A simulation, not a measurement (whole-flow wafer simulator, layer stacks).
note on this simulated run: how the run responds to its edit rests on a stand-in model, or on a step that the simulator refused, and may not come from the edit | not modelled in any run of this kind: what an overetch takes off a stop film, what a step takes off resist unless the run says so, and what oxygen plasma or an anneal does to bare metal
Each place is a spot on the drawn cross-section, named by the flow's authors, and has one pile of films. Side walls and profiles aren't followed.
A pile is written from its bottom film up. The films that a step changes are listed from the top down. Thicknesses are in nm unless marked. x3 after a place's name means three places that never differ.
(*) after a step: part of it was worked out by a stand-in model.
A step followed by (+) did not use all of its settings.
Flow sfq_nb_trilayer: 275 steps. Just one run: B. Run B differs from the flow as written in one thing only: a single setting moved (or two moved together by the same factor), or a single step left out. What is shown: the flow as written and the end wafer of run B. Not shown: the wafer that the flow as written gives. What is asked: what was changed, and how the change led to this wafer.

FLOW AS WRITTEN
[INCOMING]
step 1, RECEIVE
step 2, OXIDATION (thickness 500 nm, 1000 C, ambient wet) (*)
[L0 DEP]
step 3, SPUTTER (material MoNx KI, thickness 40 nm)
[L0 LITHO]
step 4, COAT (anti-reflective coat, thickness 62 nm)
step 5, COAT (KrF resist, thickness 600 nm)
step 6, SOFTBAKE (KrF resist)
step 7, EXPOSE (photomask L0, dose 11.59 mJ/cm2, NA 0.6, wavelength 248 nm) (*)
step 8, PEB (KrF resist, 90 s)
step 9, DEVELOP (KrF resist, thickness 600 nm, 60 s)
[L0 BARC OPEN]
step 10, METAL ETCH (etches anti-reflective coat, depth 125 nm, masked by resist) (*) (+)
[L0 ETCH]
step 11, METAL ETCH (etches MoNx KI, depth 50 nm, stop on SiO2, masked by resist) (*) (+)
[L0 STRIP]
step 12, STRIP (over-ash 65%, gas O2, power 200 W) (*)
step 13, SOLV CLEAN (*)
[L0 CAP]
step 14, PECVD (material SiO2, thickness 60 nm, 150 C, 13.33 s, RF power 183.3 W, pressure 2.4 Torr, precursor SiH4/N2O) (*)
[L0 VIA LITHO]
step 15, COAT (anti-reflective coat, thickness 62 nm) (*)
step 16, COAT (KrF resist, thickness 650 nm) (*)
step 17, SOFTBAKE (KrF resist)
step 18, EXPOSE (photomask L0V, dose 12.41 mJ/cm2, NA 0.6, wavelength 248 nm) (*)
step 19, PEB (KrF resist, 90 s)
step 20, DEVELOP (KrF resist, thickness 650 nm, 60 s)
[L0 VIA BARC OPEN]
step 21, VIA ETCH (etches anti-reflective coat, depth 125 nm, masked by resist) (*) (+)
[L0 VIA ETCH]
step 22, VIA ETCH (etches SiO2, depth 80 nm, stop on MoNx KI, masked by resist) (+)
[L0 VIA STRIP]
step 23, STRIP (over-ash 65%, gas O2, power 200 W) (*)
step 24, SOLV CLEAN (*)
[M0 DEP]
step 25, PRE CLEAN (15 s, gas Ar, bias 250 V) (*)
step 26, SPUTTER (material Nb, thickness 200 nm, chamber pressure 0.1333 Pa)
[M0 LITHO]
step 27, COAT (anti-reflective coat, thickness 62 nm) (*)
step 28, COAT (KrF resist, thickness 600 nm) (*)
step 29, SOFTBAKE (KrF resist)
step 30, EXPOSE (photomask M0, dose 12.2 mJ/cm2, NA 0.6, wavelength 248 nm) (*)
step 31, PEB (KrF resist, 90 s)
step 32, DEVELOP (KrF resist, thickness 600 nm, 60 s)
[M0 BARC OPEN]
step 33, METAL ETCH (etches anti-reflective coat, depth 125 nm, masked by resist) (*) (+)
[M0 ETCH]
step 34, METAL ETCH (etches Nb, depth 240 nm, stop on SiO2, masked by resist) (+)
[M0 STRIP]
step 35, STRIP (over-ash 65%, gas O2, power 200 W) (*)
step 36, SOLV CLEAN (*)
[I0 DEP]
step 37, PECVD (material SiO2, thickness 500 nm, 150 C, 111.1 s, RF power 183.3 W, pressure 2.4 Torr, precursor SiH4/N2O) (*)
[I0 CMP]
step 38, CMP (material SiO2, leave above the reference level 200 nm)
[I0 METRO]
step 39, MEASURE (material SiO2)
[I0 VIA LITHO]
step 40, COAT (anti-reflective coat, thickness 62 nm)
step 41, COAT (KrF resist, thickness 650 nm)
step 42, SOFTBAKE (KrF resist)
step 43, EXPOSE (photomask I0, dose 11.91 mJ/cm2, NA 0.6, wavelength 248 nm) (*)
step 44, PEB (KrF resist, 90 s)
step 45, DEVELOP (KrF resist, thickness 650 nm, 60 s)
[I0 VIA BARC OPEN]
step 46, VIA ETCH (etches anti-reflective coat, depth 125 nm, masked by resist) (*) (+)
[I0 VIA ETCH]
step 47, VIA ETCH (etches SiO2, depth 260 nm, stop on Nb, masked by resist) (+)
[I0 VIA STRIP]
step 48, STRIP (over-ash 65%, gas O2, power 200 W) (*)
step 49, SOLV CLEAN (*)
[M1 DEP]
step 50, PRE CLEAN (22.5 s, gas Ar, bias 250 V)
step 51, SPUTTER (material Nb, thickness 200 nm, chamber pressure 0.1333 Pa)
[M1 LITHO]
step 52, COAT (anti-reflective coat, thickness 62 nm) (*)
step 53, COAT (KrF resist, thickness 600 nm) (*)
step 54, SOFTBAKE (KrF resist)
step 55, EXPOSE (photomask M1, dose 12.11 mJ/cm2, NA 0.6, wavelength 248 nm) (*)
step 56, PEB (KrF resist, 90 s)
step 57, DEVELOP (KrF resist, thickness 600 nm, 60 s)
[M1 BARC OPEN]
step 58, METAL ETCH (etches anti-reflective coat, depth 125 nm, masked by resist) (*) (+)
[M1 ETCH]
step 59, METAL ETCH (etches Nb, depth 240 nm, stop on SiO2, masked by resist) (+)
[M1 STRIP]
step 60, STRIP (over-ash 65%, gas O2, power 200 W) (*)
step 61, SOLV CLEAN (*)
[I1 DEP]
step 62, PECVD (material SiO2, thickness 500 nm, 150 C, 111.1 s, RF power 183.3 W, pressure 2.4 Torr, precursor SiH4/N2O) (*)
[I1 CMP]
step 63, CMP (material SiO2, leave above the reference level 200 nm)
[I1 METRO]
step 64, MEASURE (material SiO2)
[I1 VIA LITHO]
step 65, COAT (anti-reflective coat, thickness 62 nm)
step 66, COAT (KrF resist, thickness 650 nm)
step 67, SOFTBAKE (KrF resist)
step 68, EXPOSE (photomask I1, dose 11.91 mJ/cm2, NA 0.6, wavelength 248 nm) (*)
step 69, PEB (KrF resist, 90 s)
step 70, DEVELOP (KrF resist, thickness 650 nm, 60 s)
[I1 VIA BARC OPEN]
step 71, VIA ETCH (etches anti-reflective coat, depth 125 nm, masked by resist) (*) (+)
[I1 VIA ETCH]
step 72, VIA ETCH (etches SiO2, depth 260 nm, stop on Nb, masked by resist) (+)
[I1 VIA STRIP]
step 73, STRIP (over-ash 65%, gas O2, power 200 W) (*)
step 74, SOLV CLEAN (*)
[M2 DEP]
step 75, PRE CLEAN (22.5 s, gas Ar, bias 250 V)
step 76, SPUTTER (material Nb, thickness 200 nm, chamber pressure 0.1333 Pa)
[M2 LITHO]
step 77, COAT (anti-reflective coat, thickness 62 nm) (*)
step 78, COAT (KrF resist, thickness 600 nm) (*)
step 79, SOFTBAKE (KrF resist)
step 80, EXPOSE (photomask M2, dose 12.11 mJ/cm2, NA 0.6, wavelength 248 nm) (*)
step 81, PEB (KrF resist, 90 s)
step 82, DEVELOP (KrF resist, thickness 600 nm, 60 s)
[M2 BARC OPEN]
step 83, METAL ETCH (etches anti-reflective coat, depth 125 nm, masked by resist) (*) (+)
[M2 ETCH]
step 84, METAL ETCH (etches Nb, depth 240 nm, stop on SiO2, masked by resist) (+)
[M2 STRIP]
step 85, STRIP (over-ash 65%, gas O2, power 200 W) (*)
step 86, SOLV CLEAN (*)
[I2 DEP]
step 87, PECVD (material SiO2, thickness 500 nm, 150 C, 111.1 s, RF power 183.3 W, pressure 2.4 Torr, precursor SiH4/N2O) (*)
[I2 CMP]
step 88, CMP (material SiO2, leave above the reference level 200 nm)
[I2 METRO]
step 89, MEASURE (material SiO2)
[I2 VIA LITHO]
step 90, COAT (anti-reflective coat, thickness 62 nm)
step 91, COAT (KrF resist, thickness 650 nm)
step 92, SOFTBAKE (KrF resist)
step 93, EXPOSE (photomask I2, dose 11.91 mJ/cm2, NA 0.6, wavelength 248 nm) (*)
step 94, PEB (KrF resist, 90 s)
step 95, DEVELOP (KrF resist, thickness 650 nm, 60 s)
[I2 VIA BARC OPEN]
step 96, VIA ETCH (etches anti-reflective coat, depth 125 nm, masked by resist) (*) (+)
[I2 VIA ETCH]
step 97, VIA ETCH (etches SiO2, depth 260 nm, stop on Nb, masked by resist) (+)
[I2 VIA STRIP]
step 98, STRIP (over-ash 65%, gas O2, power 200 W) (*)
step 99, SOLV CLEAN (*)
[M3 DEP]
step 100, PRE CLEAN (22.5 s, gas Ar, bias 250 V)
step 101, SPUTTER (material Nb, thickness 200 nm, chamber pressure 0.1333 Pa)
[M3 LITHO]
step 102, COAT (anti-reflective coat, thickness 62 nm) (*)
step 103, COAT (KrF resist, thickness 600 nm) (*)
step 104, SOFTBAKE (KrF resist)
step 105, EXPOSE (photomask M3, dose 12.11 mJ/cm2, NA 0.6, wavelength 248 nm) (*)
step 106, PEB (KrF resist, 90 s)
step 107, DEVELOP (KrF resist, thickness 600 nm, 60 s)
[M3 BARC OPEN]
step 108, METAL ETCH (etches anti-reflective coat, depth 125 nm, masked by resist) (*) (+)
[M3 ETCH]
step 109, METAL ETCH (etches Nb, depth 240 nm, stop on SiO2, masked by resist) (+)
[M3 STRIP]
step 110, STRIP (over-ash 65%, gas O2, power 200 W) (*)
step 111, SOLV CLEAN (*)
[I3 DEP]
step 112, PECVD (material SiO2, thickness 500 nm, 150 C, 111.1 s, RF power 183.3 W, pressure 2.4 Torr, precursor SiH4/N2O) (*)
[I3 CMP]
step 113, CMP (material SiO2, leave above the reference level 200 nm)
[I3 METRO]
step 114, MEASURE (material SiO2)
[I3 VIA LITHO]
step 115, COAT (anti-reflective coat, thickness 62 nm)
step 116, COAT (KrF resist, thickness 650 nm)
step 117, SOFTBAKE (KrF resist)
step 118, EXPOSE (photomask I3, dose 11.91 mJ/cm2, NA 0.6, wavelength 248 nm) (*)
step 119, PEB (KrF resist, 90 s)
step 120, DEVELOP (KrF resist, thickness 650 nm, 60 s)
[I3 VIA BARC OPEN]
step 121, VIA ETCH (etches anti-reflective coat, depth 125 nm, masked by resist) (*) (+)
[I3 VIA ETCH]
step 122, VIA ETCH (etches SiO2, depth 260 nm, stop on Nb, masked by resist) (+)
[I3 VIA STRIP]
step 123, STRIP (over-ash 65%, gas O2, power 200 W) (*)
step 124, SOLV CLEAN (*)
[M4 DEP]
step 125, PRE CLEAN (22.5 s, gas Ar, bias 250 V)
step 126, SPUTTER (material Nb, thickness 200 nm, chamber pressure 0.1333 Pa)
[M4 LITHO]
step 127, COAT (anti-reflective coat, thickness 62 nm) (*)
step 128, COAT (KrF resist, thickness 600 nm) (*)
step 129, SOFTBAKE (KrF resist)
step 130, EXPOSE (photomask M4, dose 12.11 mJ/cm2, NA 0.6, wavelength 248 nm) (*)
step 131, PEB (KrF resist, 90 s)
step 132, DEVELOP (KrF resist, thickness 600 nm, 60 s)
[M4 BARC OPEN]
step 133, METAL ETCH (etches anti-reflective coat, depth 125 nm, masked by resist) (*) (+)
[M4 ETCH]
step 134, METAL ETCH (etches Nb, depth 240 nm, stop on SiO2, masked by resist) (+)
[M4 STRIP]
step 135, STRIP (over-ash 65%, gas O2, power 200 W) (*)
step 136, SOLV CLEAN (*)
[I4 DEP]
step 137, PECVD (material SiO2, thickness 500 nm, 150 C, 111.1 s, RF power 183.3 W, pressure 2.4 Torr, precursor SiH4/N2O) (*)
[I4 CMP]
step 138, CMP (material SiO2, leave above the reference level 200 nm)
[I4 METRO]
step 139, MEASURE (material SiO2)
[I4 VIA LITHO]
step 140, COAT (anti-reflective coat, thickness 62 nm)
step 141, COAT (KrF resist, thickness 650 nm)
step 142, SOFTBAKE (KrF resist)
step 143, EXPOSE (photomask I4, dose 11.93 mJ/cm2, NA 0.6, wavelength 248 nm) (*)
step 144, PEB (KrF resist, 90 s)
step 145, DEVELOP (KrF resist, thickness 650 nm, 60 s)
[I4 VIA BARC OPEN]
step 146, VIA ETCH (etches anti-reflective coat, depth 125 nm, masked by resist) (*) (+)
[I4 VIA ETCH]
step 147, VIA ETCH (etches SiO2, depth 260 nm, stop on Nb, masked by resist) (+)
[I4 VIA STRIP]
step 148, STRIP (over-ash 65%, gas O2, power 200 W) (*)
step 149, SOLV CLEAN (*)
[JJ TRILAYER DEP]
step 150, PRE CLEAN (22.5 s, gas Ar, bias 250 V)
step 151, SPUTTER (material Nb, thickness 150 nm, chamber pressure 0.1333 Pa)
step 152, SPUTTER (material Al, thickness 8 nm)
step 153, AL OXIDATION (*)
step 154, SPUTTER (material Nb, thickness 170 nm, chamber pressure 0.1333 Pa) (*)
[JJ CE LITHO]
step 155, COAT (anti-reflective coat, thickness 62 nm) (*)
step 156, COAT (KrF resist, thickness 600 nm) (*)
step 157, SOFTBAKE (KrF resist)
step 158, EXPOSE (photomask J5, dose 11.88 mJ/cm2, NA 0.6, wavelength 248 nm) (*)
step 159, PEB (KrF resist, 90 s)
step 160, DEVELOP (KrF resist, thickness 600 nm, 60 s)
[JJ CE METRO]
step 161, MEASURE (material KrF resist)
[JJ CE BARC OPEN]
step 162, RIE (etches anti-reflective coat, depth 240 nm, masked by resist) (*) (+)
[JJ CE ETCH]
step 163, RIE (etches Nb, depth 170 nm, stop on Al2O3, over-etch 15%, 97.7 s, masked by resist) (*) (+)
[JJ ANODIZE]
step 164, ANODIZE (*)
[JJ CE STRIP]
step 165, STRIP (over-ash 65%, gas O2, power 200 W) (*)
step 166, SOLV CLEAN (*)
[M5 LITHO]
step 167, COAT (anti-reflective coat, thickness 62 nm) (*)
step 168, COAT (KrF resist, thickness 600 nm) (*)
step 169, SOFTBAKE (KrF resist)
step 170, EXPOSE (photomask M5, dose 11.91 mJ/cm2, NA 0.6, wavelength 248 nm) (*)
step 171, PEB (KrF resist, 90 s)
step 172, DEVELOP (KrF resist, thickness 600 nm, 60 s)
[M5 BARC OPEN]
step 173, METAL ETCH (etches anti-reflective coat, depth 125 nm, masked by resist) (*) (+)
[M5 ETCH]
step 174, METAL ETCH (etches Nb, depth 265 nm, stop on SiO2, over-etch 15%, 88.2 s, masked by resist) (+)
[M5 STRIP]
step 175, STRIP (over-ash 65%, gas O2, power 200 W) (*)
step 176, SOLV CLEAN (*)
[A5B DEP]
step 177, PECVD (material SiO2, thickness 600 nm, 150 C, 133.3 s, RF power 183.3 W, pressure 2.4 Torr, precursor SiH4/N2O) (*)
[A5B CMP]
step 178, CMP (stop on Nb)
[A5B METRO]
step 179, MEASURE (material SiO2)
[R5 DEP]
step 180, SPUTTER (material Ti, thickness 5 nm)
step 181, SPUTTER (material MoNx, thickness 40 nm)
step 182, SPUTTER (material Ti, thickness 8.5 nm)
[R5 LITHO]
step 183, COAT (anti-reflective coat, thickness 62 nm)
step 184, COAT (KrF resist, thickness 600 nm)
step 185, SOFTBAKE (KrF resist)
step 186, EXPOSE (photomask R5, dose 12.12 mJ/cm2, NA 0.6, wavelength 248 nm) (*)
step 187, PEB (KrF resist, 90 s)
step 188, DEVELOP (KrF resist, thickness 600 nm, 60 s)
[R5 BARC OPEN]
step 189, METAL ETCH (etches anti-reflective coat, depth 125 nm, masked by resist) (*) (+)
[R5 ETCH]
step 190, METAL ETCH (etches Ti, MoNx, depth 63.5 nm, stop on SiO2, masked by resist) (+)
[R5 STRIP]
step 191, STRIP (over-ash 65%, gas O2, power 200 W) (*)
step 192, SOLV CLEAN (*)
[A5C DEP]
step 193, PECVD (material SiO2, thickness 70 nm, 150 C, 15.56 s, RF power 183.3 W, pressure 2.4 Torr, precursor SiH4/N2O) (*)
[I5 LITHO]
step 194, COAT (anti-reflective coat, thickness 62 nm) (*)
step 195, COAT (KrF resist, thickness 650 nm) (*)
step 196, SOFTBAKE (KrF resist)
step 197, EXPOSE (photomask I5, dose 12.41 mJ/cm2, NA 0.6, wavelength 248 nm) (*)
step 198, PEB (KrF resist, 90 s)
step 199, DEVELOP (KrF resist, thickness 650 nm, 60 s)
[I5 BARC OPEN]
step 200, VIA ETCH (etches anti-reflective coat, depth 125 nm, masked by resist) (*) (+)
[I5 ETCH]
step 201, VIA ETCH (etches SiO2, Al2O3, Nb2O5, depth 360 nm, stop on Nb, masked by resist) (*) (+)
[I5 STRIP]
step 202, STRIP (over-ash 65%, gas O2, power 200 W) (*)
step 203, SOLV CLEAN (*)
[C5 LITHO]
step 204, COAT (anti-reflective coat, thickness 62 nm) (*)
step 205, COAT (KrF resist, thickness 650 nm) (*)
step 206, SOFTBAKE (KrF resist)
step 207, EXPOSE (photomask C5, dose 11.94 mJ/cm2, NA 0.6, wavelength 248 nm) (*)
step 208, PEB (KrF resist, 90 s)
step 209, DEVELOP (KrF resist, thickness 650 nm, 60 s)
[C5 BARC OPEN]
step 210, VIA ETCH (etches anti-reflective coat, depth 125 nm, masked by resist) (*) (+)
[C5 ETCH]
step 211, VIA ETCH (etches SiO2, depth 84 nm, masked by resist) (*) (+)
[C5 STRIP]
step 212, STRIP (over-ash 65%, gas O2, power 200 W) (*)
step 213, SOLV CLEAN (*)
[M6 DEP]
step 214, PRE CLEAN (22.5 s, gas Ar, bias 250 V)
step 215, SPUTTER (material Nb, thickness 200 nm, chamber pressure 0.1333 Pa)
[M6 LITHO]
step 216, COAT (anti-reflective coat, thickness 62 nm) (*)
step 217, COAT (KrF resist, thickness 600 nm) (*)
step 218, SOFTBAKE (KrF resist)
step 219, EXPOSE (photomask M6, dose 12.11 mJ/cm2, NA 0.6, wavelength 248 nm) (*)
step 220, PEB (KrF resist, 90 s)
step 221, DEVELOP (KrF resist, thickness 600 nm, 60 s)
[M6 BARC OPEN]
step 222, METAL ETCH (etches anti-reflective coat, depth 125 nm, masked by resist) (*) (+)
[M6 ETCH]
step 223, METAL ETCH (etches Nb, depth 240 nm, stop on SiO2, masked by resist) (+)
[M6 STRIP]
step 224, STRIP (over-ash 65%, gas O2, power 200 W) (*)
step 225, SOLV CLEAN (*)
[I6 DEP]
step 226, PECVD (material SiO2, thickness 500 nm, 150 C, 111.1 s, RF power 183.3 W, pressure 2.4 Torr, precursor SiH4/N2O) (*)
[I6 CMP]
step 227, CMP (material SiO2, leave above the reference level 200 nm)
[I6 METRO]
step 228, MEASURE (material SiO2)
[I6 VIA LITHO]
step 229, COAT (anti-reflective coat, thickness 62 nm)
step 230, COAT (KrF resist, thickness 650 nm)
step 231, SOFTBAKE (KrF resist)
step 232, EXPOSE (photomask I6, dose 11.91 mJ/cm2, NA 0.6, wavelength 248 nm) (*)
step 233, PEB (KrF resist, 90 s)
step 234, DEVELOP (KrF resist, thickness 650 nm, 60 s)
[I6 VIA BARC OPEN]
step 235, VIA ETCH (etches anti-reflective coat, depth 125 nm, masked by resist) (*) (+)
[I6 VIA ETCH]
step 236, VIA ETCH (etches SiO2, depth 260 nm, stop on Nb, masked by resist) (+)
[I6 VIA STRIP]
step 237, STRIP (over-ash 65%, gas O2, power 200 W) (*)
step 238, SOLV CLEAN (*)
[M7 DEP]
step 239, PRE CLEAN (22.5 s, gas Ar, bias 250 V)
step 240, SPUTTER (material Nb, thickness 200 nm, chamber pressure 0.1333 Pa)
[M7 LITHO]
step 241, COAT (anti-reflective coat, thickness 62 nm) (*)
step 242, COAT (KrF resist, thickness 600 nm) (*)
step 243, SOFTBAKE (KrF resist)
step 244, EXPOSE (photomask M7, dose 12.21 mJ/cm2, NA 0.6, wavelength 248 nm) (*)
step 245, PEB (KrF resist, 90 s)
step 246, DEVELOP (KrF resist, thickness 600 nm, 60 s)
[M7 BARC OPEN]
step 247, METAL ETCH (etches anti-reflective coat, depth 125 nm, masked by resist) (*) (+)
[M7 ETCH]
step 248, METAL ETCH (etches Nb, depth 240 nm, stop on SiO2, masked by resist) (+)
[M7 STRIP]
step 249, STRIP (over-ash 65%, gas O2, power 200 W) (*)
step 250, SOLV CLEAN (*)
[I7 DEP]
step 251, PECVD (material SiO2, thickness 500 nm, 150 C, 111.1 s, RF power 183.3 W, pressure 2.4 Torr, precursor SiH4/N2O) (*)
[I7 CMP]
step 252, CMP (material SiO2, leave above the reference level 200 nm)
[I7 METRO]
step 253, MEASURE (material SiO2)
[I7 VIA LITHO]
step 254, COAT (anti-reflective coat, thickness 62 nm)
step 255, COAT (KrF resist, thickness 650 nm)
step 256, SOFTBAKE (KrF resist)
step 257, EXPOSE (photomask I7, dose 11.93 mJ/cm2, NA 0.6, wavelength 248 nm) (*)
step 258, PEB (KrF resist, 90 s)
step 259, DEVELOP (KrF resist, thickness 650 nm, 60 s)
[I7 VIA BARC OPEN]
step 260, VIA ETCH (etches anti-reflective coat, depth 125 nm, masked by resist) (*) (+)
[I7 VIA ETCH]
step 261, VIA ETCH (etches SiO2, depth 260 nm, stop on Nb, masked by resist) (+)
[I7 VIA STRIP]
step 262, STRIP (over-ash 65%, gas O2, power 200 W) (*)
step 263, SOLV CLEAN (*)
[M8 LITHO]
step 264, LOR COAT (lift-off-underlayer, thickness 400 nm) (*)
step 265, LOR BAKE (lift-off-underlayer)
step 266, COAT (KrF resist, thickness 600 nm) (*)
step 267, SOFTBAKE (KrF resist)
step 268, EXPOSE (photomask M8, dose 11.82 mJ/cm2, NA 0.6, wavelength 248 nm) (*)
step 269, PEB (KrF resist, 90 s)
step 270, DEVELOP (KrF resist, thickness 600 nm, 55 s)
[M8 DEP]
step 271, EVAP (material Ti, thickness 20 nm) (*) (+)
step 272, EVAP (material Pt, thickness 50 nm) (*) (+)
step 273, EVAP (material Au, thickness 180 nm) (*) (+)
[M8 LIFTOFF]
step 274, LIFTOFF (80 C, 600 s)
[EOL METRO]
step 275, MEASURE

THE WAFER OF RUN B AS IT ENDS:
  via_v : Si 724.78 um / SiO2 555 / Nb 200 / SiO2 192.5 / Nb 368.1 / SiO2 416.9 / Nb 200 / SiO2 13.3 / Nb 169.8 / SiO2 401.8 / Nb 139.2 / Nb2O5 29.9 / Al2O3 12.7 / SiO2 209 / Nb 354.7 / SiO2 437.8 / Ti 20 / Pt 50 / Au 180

What caused this: step 122, VIA ETCH: depth 179 nm was run, whereas the flow has depth 260 nm.

How this came from the change, step by step:
  step 122, VIA ETCH (etches SiO2, depth 260 nm, stop on Nb, masked by resist) (+)
      via_v: -179 SiO2 (in the flow as written it would be: -199.8 SiO2 (all of it))
      field_l, v_sur, via_wl and 102 more: -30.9 KrF resist (in the flow as written it would be: -44.8 KrF resist)
  step 123, STRIP (over-ash 65%, gas O2, power 200 W) (*)
      field_l, v_sur, via_wl and 102 more: -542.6 KrF resist (all of it), -62 anti-reflective coat (all of it) (in the flow as written it would be: -528.6 KrF resist (all of it), -62 anti-reflective coat (all of it))
  step 125, PRE CLEAN (22.5 s, gas Ar, bias 250 V)
      via_v: -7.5 SiO2 (in the flow as written it would be: -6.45 Nb)
  step 126, SPUTTER (material Nb, thickness 200 nm, chamber pressure 0.1333 Pa)
      via_v: +169.8 Nb (new film) (in the flow as written it would be: +165.5 Nb)
  step 127, COAT (anti-reflective coat, thickness 62 nm) (*)
      via_v: +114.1 anti-reflective coat (new film) (in the flow as written it would be: +124.8 anti-reflective coat (new film))
      wire: +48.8 anti-reflective coat (new film) (in the flow as written it would be: +50.2 anti-reflective coat (new film))
  step 135, STRIP (over-ash 65%, gas O2, power 200 W) (*)
      via_v: -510 KrF resist (all of it), -114.1 anti-reflective coat (all of it) (in the flow as written it would be: -521.8 KrF resist (all of it), -124.8 anti-reflective coat (all of it))
      wire: -376.6 KrF resist (all of it), -48.8 anti-reflective coat (all of it) (in the flow as written it would be: -374.5 KrF resist (all of it), -50.2 anti-reflective coat (all of it))
  step 137, PECVD (material SiO2, thickness 500 nm, 150 C, 111.1 s, RF power 183.3 W, pressure 2.4 Torr, precursor SiH4/N2O) (*)
      via_v: +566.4 SiO2 (new film) (in the flow as written it would be: +615 SiO2 (new film))
  step 138, CMP (material SiO2, leave above the reference level 200 nm)
      via_v: -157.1 SiO2 (in the flow as written it would be: -181.6 SiO2)
If metal films that touch count as one body, via_v has 7 bodies (between them, from the top down: SiO2 437.8; SiO2 209 / Al2O3 12.7 / Nb2O5 29.9; SiO2 401.8; SiO2 13.3; SiO2 416.9; SiO2 192.5); the flow as written gives 6 bodies (between them, from the top down: SiO2 437.8; SiO2 209 / Al2O3 12.7 / Nb2O5 29.9; SiO2 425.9; SiO2 416.9; SiO2 192.5).
